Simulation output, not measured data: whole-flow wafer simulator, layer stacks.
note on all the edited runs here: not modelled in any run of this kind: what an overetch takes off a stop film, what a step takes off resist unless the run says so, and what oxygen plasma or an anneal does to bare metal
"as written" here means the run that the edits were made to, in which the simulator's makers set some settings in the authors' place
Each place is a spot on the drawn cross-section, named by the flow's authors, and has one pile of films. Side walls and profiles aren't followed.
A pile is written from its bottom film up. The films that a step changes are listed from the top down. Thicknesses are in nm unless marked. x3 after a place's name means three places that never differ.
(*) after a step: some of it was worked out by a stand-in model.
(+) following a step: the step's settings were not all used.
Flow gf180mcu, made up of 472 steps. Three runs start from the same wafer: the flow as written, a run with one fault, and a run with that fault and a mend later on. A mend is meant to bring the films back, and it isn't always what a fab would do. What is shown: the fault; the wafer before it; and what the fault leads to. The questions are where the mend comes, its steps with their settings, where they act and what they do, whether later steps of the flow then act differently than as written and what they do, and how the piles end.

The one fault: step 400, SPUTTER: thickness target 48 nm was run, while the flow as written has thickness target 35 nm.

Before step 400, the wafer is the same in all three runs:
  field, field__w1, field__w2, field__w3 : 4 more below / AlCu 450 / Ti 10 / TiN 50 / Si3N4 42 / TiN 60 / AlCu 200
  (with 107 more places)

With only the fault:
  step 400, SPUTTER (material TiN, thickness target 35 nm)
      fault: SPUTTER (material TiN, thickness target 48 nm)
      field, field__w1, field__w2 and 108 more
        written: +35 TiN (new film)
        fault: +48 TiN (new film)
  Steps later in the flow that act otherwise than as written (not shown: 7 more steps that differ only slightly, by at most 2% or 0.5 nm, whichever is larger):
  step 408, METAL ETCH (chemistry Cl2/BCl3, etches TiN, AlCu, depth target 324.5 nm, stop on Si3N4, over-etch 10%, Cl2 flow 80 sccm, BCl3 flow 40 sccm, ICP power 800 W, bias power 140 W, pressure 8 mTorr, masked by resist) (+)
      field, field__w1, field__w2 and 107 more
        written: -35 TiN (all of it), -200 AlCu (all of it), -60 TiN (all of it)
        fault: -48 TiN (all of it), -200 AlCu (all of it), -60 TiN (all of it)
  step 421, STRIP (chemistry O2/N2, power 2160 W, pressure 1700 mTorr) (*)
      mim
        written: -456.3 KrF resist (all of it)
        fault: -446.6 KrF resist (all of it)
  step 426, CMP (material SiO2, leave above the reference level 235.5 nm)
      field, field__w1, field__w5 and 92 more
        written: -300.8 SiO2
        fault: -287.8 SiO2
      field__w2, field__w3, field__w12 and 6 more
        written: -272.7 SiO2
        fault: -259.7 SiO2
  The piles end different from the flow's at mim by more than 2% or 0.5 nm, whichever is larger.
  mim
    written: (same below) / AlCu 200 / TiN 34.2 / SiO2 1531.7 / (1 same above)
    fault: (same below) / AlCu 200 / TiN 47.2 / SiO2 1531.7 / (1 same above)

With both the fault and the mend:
  The mend stands after step 407.
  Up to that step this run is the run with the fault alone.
  step 407a, STRIP (chemistry O2/N2, power 2160 W, pressure 1700 mTorr) (*)
      mim
        -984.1 resist (all of it)
  step 407b, METAL ETCH (chemistry Cl2/BCl3, etches TiN, AlCu, Ti, depth target 13 nm, Cl2 flow 80 sccm, BCl3 flow 40 sccm, ICP power 800 W, bias power 140 W, pressure 8 mTorr) (a further turn of the flow's step 260, with different settings)
      field, field__w1, field__w2 and 108 more
        -13 TiN
  step 407c, HMDS (120 C, 60 s) (a further turn of the flow's step 402)
      does not change any film at any place that is followed
  step 407d, COAT (resist, thickness 1000 nm) (a further turn of the flow's step 403)
      field, field__w1, field__w2 and 108 more
        +1000 resist (new film)
  step 407e, SOFTBAKE (resist) (a further turn of the flow's step 404)
      does not change any film at any place that is followed
  step 407f, EXPOSE (photomask FuseTop) (a further turn of the flow's step 405)
      does not change any film at any place that is followed
  step 407g, PEB (resist, 70.3 s) (a further turn of the flow's step 406)
      field, field__w1, field__w2 and 108 more
        -15.9 resist
  step 407h, DEVELOP (thickness 1000 nm, 60 s) (a further turn of the flow's step 407)
      field, field__w1, field__w2 and 107 more
        -984.1 resist (all of it)
  None of the later steps of the flow acts differently than as written at any place that is followed.
  At every place that both follow, the piles at the end match the flow's.
